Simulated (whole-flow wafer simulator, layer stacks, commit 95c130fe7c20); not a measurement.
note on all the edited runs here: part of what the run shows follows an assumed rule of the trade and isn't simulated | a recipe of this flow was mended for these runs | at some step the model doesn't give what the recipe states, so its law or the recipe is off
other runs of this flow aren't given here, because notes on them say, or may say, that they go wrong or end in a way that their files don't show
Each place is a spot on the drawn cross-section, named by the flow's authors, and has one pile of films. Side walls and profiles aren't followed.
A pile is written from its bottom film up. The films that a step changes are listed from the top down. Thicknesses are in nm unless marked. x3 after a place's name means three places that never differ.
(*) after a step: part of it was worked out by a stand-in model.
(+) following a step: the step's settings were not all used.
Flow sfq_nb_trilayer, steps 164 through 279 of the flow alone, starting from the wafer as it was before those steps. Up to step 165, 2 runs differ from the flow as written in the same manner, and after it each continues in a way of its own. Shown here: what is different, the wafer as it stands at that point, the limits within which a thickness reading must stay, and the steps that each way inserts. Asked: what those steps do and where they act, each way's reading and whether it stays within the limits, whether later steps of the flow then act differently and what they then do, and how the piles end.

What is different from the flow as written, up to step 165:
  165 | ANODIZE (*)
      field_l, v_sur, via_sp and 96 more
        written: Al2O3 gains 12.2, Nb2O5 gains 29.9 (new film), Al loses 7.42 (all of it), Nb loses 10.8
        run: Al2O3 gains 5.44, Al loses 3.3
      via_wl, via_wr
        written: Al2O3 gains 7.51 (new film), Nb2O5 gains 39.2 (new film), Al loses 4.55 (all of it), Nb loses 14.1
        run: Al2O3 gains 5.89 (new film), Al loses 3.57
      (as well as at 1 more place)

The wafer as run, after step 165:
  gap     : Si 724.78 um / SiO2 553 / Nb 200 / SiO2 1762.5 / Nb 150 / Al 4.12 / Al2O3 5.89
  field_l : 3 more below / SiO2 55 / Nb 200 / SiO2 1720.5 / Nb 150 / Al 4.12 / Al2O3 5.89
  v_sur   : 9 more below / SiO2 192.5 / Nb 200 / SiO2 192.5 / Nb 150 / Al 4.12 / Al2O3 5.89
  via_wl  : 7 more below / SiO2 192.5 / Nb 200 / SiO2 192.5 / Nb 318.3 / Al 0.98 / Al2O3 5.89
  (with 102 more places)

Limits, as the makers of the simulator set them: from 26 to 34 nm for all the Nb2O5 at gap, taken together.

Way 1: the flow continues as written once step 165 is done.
  The reading taken after step 165 is 0 nm, which is outside the limits.
  Steps further on in the flow that do not act as written (10 other steps are not shown; they differ only slightly, by no more than 2% or 0.5 nm, whichever is larger):
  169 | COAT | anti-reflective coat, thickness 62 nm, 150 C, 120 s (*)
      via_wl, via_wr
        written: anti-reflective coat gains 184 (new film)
        way: anti-reflective coat gains 189.5 (new film)
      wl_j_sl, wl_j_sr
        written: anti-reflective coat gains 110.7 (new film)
        way: anti-reflective coat gains 118.5 (new film)
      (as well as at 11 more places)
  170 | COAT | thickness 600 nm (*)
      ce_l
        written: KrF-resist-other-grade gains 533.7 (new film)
        way: KrF-resist-other-grade gains 521.5 (new film)
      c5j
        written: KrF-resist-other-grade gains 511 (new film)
        way: KrF-resist-other-grade gains 497.9 (new film)
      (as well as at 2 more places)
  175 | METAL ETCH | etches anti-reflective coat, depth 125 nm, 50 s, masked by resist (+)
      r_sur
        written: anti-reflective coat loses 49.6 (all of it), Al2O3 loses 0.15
        way: anti-reflective coat loses 48.4 (all of it), Al2O3 loses 0.15
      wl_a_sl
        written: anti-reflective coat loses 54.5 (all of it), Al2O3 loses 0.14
        way: anti-reflective coat loses 50.8 (all of it), Al2O3 loses 0.15
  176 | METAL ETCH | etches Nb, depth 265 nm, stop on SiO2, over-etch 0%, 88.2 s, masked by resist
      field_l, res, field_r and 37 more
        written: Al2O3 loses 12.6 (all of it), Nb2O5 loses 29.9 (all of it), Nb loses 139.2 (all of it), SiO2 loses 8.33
        way: Al2O3 loses 5.76 (all of it), Al loses 4.12 (all of it), Nb loses 150 (all of it)
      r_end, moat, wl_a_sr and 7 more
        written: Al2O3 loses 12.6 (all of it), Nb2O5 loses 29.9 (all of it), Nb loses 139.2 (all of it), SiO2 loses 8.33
        way: Al2O3 loses 5.77 (all of it), Al loses 4.12 (all of it), Nb loses 150 (all of it)
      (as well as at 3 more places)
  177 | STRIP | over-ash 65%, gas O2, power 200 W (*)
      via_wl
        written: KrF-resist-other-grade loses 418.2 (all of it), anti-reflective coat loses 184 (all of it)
        way: KrF-resist-other-grade loses 417.1 (all of it), anti-reflective coat loses 189.5 (all of it)
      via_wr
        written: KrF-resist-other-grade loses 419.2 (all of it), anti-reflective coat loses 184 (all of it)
        way: KrF-resist-other-grade loses 418 (all of it), anti-reflective coat loses 189.5 (all of it)
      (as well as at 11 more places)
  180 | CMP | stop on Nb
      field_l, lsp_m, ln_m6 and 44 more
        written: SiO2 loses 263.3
        way: SiO2 loses 271.6
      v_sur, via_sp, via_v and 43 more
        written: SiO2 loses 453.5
        way: SiO2 loses 431.6
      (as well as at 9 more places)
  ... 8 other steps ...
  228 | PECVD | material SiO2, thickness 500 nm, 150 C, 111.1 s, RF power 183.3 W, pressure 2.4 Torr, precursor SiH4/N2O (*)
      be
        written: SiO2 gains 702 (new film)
        way: SiO2 gains 669.5 (new film)
  The piles end different from the flow's at v_sur, via_wl, via_w and 46 more by more than 2% or 0.5 nm, whichever is larger.
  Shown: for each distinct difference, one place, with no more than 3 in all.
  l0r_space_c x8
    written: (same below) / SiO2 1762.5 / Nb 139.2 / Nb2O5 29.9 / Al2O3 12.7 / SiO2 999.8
    way: (same below) / SiO2 1762.5 / Nb 150 / Al 4.12 / Al2O3 5.89 / SiO2 1021.7
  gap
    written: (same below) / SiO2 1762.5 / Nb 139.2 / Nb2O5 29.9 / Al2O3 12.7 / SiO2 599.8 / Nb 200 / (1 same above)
    way: (same below) / SiO2 1762.5 / Nb 150 / Al 4.12 / Al2O3 5.89 / SiO2 621.7 / Nb 200 / (1 same above)
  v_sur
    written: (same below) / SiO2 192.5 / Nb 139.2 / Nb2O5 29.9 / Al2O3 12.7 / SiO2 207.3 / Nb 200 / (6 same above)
    way: (same below) / SiO2 192.5 / Nb 150 / Al 4.12 / Al2O3 5.89 / SiO2 229.2 / Nb 200 / (6 same above)

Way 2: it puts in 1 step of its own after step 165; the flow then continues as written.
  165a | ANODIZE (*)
      field_l, v_sur, via_sp and 96 more
        Al2O3 gains 6.8, Nb2O5 gains 29.9 (new film), Al loses 4.12 (all of it), Nb loses 10.8
      via_wl, via_wr
        Al2O3 gains 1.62, Nb2O5 gains 39.2 (new film), Al loses 0.98 (all of it), Nb loses 14.1
      via_w
        Al2O3 gains 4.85, Nb2O5 gains 33.4 (new film), Al loses 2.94 (all of it), Nb loses 12
  The reading taken after step 165a is 29.9 nm, which is within the limits.
  None of the later steps of the flow acts differently than as written at any place that is followed.
  The piles end the same as the flow's at every place that both follow.

Inside the limits: way 2. Outside the limits: way 1.
